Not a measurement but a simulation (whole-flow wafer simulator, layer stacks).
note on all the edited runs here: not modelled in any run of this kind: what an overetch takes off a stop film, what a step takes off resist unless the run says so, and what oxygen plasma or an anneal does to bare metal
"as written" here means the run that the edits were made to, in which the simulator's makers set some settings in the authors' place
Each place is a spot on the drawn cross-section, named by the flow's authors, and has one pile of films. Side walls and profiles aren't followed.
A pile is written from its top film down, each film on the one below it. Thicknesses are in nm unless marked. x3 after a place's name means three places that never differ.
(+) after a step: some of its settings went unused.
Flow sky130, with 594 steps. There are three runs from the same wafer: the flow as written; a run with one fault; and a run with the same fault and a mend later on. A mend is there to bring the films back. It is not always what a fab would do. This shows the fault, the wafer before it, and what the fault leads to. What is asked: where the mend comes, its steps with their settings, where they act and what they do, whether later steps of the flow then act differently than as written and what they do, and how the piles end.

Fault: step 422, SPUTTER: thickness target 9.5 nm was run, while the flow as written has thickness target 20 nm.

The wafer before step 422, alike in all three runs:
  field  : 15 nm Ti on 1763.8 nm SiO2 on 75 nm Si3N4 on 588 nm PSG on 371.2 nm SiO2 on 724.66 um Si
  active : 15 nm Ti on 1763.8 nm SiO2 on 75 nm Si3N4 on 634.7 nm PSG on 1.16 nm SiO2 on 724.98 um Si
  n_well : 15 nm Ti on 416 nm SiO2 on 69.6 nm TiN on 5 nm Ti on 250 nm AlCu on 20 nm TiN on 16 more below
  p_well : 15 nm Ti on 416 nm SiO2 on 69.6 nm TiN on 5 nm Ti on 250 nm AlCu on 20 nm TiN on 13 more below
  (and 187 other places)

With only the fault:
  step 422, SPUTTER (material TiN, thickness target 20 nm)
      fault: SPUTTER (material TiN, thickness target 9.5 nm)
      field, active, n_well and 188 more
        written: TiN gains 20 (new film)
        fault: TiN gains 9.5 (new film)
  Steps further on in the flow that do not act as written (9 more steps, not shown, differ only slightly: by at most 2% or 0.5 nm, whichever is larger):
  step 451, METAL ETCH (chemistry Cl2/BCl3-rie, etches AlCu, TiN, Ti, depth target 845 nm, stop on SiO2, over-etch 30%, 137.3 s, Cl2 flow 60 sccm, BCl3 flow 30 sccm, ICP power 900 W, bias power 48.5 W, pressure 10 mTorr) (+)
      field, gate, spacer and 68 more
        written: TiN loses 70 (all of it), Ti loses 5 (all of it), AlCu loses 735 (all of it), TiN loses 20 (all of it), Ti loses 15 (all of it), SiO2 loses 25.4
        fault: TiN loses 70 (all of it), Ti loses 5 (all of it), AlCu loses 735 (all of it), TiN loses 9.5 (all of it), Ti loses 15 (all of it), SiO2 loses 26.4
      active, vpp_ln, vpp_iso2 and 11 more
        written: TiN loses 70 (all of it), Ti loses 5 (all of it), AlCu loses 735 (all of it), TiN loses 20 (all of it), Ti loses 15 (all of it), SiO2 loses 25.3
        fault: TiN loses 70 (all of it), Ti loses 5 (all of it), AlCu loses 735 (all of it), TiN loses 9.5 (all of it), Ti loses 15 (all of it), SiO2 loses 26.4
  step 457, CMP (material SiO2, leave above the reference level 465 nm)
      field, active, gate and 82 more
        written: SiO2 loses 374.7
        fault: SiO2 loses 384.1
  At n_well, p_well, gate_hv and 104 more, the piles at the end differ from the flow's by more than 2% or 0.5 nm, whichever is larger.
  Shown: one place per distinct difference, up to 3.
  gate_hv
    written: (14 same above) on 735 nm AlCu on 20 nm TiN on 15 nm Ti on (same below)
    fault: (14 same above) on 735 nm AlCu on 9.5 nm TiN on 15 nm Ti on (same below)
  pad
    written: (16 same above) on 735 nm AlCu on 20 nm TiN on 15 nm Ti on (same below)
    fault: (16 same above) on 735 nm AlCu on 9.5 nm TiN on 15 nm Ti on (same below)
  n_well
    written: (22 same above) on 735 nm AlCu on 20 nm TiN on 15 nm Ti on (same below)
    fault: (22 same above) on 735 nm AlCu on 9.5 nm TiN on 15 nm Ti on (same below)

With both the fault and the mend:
  The mend follows step 422.
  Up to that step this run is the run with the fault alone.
  step 422a, SPUTTER (material TiN, thickness target 10.5 nm) (a further turn of the flow's step 422, with different settings)
      field, active, n_well and 188 more
        TiN gains 10.5
  Later steps of the flow that are run all act as written at every place that is followed.
  By the end, the piles equal the flow's at every place that both follow.
